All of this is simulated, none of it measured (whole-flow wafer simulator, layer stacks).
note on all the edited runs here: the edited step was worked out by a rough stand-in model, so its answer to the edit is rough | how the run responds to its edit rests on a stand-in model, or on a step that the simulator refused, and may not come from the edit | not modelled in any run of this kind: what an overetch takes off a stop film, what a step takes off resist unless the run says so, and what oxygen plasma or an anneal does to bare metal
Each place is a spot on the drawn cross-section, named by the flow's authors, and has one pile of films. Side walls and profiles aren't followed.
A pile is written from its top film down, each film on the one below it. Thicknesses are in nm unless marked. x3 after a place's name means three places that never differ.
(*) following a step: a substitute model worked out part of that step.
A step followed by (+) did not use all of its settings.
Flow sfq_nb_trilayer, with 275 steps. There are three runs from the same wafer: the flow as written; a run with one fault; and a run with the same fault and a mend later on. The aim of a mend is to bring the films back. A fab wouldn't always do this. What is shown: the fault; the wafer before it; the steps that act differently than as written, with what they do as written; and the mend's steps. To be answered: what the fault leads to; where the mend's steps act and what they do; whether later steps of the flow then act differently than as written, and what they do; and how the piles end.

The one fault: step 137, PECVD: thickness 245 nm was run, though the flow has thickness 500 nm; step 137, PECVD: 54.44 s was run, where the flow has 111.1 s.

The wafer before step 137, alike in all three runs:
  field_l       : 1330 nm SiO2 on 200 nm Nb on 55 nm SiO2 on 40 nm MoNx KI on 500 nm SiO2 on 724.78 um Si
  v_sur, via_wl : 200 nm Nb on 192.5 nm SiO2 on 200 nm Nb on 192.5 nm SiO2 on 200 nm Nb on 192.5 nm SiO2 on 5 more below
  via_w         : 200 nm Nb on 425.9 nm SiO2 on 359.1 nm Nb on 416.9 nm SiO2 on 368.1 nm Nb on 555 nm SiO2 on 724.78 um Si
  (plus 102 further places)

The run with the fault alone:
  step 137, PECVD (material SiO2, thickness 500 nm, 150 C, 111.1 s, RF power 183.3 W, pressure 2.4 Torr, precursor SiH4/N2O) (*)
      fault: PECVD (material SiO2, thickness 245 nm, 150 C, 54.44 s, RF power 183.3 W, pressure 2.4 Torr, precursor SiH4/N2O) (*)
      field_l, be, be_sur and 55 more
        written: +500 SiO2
        fault: +245 SiO2
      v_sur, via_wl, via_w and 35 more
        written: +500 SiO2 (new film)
        fault: +245 SiO2 (new film)
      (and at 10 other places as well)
  Steps further on in the flow that do not act as written (not shown: 18 more steps that differ only slightly, by at most 2% or 0.5 nm, whichever is larger):
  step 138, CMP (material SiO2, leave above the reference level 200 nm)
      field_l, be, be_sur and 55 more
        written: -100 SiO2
        fault: nothing
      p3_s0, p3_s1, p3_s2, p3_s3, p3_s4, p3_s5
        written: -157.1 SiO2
        fault: nothing
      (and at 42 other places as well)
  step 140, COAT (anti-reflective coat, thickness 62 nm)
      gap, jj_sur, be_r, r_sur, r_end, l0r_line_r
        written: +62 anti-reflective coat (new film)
        fault: +64.3 anti-reflective coat (new film)
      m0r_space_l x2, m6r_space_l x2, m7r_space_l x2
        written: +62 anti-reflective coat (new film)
        fault: +80.4 anti-reflective coat (new film)
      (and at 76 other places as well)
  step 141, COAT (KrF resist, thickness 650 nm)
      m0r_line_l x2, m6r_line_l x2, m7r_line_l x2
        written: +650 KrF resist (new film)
        fault: +680.6 KrF resist (new film)
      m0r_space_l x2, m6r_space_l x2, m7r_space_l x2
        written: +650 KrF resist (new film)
        fault: +669.8 KrF resist (new film)
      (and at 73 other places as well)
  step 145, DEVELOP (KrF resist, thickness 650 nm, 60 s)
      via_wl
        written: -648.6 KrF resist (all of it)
        fault: -587.4 KrF resist (all of it)
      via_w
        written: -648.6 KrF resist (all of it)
        fault: -594.8 KrF resist (all of it)
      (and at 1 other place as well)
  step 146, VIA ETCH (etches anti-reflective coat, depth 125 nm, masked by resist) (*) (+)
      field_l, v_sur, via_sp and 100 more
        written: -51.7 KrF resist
        fault: -41.7 KrF resist
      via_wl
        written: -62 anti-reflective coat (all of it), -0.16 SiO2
        fault: -49.8 anti-reflective coat (all of it), -0.13 SiO2
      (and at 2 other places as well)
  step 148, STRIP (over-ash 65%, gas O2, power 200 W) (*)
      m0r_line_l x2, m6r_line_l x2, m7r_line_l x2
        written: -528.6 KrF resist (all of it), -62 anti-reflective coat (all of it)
        fault: -569.1 KrF resist (all of it), -62.2 anti-reflective coat (all of it)
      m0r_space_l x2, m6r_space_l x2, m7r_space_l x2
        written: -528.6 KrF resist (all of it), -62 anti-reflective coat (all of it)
        fault: -558.3 KrF resist (all of it), -80.4 anti-reflective coat (all of it)
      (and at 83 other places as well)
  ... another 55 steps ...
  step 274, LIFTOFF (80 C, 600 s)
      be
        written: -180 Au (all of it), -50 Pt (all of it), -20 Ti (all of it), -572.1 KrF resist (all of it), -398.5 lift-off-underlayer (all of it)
        fault: -180 Au (all of it), -50 Pt (all of it), -20 Ti (all of it), -613.8 KrF resist (all of it), -720.8 lift-off-underlayer (all of it)
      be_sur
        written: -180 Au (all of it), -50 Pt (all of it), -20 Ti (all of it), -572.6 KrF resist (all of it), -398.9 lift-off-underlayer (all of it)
        fault: -180 Au (all of it), -50 Pt (all of it), -20 Ti (all of it), -587.3 KrF resist (all of it), -366.3 lift-off-underlayer (all of it)
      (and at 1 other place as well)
  At via_v, be, be_sur and 38 more, the piles at the end differ from the flow's by more than 2% or 0.5 nm, whichever is larger.
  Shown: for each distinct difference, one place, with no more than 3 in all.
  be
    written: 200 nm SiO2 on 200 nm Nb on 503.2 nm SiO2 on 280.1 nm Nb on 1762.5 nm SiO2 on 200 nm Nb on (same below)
    fault: 312.8 nm SiO2 on 119.8 nm Nb on 208.7 nm SiO2 on 125.9 nm Nb on 15.4 nm SiO2 on 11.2 nm Al2O3 on 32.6 nm Nb2O5 on 126.5 nm Nb on 1607.5 nm SiO2 on 200 nm Nb on (same below)
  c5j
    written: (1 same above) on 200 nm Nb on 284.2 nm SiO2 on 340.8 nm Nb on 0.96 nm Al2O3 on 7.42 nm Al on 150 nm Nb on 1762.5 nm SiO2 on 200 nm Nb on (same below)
    fault: (1 same above) on 200 nm Nb on 293.3 nm SiO2 on 183.3 nm Nb on 133.4 nm SiO2 on 170 nm Nb on 0.96 nm Al2O3 on 7.42 nm Al on 150 nm Nb on 1607.5 nm SiO2 on 200 nm Nb on (same below)
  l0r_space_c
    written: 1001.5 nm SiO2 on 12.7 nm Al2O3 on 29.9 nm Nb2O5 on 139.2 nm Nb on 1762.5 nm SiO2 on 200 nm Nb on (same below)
    fault: 1156.5 nm SiO2 on 12.7 nm Al2O3 on 29.9 nm Nb2O5 on 139.2 nm Nb on 1607.5 nm SiO2 on 200 nm Nb on (same below)

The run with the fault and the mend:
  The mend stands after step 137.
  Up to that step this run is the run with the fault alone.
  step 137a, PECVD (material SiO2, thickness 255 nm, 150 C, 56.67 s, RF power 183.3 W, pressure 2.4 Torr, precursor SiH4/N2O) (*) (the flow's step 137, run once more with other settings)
      field_l, v_sur, via_wl and 99 more
        +255 SiO2
      lsp_r, l0_sur, l0v
        +251.1 SiO2
      via_v
        +270.6 SiO2
  Steps further on in the flow that do not act as written:
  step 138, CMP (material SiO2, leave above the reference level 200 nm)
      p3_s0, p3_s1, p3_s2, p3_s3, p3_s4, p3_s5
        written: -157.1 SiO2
        mend: -100 SiO2
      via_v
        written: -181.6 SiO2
        mend: -47.9 SiO2
  At every place that both follow, the piles at the end match the flow's.
